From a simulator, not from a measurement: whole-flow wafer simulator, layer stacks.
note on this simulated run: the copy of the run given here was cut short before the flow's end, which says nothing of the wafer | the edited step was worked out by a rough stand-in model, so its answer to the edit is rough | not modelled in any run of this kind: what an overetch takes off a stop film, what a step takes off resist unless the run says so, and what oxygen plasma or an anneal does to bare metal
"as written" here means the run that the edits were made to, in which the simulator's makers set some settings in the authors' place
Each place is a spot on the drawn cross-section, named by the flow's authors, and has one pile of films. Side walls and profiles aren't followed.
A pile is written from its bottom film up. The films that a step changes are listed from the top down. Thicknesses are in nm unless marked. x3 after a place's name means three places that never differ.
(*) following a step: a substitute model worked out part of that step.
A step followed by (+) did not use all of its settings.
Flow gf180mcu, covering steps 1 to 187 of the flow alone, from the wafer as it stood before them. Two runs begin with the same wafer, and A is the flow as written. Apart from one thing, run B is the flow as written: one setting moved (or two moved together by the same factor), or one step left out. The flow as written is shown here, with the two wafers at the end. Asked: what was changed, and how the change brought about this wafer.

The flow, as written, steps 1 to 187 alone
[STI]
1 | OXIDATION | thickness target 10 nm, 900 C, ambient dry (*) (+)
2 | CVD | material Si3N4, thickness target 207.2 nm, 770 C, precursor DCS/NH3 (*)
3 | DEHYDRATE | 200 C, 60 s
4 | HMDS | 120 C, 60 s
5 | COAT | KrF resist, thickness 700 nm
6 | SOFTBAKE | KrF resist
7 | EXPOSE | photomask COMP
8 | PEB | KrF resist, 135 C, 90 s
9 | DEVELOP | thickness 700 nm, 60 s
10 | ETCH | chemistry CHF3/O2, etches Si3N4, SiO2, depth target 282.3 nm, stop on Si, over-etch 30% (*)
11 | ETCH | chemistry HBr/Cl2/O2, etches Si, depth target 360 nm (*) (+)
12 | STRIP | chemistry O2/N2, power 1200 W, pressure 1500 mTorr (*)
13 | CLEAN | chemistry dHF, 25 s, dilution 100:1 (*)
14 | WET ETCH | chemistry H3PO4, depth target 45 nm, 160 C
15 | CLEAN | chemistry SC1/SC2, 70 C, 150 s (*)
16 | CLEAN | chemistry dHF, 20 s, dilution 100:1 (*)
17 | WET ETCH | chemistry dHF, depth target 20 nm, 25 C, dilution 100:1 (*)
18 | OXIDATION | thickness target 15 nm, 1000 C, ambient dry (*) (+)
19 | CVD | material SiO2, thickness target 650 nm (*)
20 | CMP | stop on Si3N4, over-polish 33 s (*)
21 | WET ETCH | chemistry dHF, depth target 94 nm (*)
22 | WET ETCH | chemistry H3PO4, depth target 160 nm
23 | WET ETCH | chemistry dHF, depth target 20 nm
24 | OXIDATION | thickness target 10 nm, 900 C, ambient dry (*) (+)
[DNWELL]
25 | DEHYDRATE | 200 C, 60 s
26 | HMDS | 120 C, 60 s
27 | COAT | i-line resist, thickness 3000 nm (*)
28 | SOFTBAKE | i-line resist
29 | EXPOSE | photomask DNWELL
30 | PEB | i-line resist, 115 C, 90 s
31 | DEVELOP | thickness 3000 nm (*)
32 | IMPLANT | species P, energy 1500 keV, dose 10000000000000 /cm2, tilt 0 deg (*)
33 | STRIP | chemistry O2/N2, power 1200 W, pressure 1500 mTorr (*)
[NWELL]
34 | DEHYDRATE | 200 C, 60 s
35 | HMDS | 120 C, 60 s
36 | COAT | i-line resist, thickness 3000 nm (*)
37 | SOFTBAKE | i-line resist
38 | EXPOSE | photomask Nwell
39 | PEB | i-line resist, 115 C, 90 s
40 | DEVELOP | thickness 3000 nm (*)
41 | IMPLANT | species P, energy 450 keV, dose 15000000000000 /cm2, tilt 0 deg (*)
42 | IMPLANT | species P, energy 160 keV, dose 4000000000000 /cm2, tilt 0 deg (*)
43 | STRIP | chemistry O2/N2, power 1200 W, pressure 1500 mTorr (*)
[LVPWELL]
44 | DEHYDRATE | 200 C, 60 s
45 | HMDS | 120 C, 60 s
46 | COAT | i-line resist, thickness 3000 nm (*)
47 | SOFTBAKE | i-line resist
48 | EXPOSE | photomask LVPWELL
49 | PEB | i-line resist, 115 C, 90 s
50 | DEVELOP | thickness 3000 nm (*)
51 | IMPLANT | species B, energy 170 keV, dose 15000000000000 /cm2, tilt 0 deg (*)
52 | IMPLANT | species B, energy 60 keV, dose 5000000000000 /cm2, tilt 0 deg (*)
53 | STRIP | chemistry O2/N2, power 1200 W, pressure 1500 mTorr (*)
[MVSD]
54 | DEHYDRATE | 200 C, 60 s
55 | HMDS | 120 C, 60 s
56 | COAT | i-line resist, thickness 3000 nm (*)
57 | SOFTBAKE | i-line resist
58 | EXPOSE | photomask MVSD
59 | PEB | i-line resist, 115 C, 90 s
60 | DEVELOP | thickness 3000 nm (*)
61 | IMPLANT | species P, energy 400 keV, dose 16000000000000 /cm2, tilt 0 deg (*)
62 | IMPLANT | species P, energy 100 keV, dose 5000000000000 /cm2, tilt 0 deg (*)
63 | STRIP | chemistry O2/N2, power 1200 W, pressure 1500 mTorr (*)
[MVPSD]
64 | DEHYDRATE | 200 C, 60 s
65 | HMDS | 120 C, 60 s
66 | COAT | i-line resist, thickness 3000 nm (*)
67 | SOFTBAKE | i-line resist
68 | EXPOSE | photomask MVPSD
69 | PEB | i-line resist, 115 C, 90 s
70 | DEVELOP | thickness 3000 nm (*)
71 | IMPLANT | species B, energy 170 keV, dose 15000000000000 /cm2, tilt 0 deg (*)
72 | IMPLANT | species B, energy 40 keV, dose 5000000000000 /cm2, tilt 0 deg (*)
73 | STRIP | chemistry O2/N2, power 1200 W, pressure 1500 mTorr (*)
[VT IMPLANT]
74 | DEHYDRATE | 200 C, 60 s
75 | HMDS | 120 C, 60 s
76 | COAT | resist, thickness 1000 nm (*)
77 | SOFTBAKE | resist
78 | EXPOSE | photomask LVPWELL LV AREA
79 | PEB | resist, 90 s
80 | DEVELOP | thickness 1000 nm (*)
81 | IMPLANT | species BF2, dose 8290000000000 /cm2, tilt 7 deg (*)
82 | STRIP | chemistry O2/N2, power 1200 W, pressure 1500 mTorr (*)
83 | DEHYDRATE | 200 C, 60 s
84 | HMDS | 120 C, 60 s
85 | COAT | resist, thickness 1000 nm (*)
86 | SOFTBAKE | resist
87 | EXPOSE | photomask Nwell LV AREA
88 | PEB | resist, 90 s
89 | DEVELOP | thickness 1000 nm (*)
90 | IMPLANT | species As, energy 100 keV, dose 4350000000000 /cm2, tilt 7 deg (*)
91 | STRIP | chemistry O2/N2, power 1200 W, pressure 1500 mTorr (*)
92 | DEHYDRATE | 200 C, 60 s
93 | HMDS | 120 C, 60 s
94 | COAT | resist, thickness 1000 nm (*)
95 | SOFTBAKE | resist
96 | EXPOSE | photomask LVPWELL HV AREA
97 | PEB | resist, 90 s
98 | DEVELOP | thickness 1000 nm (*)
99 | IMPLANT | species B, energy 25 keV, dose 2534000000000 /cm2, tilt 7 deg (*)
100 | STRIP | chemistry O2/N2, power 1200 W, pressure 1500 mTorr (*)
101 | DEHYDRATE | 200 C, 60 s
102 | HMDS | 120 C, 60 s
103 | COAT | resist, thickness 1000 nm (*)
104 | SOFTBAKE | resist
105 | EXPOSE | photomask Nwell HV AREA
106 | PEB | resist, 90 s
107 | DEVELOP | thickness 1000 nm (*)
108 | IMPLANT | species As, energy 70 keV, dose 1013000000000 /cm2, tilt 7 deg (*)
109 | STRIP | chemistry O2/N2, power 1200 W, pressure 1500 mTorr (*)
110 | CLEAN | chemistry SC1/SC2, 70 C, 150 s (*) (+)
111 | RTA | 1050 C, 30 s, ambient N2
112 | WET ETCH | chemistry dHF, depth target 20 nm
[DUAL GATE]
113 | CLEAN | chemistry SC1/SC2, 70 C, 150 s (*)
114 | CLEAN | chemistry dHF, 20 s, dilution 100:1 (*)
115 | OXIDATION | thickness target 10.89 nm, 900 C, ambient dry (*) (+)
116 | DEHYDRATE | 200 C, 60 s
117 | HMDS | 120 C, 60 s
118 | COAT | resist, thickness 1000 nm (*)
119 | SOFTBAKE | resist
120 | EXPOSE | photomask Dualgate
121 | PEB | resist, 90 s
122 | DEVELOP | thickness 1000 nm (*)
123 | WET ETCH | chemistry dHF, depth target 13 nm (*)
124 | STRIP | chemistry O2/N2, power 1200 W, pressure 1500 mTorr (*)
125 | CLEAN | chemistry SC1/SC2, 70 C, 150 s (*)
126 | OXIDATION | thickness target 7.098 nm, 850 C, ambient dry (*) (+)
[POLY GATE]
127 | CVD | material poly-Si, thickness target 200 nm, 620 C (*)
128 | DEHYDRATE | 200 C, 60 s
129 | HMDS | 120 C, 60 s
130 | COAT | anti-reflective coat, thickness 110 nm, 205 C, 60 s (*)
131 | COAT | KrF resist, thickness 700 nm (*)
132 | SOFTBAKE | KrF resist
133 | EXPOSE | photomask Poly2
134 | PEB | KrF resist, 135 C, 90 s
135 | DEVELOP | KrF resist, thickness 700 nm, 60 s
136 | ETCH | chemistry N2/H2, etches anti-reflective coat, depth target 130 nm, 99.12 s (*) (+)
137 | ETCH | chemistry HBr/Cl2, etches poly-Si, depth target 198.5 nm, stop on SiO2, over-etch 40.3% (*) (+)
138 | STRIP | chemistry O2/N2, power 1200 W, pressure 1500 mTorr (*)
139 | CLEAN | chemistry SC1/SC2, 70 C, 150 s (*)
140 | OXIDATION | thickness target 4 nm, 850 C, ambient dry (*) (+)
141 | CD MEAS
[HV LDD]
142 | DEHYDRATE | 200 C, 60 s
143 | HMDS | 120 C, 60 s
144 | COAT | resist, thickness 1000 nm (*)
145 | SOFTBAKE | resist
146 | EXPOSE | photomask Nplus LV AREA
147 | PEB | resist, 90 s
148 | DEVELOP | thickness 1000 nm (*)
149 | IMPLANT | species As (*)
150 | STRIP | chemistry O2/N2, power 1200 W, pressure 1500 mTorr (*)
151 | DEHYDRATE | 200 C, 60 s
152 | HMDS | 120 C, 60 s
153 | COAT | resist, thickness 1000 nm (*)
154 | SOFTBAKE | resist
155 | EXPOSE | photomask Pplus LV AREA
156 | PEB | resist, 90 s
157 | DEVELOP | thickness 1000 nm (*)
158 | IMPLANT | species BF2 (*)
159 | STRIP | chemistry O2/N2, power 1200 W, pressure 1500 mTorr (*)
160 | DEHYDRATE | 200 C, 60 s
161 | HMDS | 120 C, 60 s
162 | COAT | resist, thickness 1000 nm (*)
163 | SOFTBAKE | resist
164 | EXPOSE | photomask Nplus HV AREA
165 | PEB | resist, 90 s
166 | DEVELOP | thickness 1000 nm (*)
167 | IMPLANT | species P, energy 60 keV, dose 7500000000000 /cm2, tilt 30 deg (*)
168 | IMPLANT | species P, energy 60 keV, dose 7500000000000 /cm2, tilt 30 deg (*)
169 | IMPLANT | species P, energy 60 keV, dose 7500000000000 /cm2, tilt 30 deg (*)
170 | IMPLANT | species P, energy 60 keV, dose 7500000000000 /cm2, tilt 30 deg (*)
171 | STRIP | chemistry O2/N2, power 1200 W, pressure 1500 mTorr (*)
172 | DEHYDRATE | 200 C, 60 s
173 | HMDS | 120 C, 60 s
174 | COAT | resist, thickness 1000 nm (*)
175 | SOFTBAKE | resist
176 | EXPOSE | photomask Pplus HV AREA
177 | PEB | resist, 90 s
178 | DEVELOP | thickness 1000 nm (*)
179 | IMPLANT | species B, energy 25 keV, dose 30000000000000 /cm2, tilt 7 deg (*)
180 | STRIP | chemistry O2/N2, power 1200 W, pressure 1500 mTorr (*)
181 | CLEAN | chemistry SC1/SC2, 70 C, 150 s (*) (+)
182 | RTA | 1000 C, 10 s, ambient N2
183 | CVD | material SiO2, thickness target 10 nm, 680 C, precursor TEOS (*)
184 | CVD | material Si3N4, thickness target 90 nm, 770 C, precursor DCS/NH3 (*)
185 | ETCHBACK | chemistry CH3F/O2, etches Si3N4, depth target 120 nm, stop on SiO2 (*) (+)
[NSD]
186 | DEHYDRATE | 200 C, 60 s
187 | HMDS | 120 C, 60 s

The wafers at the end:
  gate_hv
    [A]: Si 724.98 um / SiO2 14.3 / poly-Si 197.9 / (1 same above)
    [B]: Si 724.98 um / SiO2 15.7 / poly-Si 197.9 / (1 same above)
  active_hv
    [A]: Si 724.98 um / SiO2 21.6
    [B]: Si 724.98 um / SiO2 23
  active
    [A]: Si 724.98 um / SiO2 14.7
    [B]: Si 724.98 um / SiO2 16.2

What caused this: step 126, OXIDATION: thickness target 8.751 nm was run, though the flow has thickness target 7.098 nm.

Step by step, how the change led to this:
  126 | OXIDATION | thickness target 7.098 nm, 850 C, ambient dry (*) (+)
      gate_hv, active_hv, active_nat and 25 more: A SiO2 gains 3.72, Si loses 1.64 | B SiO2 gains 5.13, Si loses 2.26
      active, n_well, p_well and 12 more: A SiO2 gains 7.1 (new film), chemical SiO2 loses 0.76 (all of it), Si loses 2.79 | B SiO2 gains 8.75 (new film), chemical SiO2 loses 0.76 (all of it), Si loses 3.52
